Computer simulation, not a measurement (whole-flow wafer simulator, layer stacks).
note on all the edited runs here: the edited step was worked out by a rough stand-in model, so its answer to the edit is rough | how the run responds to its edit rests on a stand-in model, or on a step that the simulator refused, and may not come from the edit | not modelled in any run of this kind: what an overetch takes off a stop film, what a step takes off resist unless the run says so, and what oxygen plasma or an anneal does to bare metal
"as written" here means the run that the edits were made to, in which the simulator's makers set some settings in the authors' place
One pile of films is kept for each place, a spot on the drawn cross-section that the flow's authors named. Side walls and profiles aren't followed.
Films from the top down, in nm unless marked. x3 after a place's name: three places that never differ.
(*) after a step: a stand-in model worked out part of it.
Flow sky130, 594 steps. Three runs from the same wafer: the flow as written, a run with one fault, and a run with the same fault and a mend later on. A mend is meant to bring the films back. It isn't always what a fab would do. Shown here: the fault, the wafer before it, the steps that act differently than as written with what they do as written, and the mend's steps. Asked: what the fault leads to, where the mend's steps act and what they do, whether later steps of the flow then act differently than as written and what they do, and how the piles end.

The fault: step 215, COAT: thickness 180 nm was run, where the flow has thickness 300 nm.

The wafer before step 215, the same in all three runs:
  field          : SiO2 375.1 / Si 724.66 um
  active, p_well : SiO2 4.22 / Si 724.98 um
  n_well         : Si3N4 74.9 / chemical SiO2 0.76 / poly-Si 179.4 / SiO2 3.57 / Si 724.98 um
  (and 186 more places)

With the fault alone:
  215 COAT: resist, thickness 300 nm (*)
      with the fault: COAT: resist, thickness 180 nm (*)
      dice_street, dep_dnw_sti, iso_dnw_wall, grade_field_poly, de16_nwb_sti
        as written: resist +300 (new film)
        with the fault: resist +180 (new film)
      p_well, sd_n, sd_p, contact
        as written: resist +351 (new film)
        with the fault: resist +231.4 (new film)
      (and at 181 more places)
  Later steps of the flow that act differently than as written (11 more steps differ only slightly, by at most 2% or 0.5 nm, whichever is larger, and aren't shown):
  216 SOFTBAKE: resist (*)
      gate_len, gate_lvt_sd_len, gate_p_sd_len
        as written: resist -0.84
        with the fault: nothing
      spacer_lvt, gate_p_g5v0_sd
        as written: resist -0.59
        with the fault: nothing
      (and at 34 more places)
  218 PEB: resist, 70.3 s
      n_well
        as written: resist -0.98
        with the fault: nothing
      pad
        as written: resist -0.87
        with the fault: nothing
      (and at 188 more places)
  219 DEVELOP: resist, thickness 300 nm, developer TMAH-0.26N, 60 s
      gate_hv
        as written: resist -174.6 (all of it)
        with the fault: resist -71.8 (all of it)
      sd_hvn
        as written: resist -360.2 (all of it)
        with the fault: resist -235.7 (all of it)
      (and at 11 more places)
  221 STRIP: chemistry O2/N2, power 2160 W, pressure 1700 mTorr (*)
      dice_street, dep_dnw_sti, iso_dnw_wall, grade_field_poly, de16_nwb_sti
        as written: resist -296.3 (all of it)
        with the fault: resist -178 (all of it)
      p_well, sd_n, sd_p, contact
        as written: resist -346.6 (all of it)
        with the fault: resist -228.7 (all of it)
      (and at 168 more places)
  At the end the piles differ from the flow's only slightly at the places that both follow, by at most 2% or 0.5 nm, whichever is larger.

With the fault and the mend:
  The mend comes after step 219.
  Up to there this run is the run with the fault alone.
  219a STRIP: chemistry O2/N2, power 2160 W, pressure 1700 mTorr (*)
      dice_street, dep_dnw_sti, iso_dnw_wall, grade_field_poly, de16_nwb_sti
        resist -178 (all of it)
      p_well, sd_n, sd_p, contact
        resist -228.7 (all of it)
      mim_edge_plate_strap, mim_edge_plate, mim_edge_gap, mim_edge_gap_sheet
        resist -180.5 (all of it)
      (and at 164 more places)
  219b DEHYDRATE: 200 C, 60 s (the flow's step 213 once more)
      changes no film at any place that is followed
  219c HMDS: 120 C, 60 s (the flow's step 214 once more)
      changes no film at any place that is followed
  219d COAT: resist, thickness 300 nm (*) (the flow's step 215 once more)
      p_well, sd_n, sd_p, contact, active_hv5
        resist +351 (new film)
      dice_street, dep_dnw_sti, iso_dnw_wall, grade_field_poly, de16_nwb_sti
        resist +300 (new film)
      mim_edge_plate_strap, mim_edge_plate, mim_edge_gap, mim_edge_gap_sheet
        resist +302.1 (new film)
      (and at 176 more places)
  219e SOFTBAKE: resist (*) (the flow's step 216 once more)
      npn_par_e, gate_pwde_dnw, ndiff_cd, pdiff_cd, pnp_par_e, de16_gate_nw
        resist +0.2
      iso_guard, gate_hv_dnw, rpo_hd_licon, de16_pw_sti
        resist +0.15
      sd_hvn, de16_ntap_nw, de16_gate_pw, de16_ptap_pw
        resist +0.26
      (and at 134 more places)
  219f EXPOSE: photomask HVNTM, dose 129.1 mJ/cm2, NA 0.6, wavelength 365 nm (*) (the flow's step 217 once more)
      changes no film at any place that is followed
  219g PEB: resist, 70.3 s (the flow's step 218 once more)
      dice_street, vpp_iso1, vpp_iso2 and 8 more
        resist -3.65
      p_well, sd_n, sd_p, contact, pplus_nw, active_hv5
        resist -4.41
      vpp_sp, vpp_ln, m5_stack_ln, via4_hole
        resist -3.64
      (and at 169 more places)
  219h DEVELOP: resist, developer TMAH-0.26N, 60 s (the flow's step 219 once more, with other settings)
      spacer, m1, mim and 33 more
        resist -0.02
      gate_hv
        resist -174.6 (all of it)
      sd_hvn
        resist -360.2 (all of it)
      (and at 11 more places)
  No later step of the flow acts differently than as written at any place that is followed.
  At the end the piles are the same as the flow's at every place that both follow.
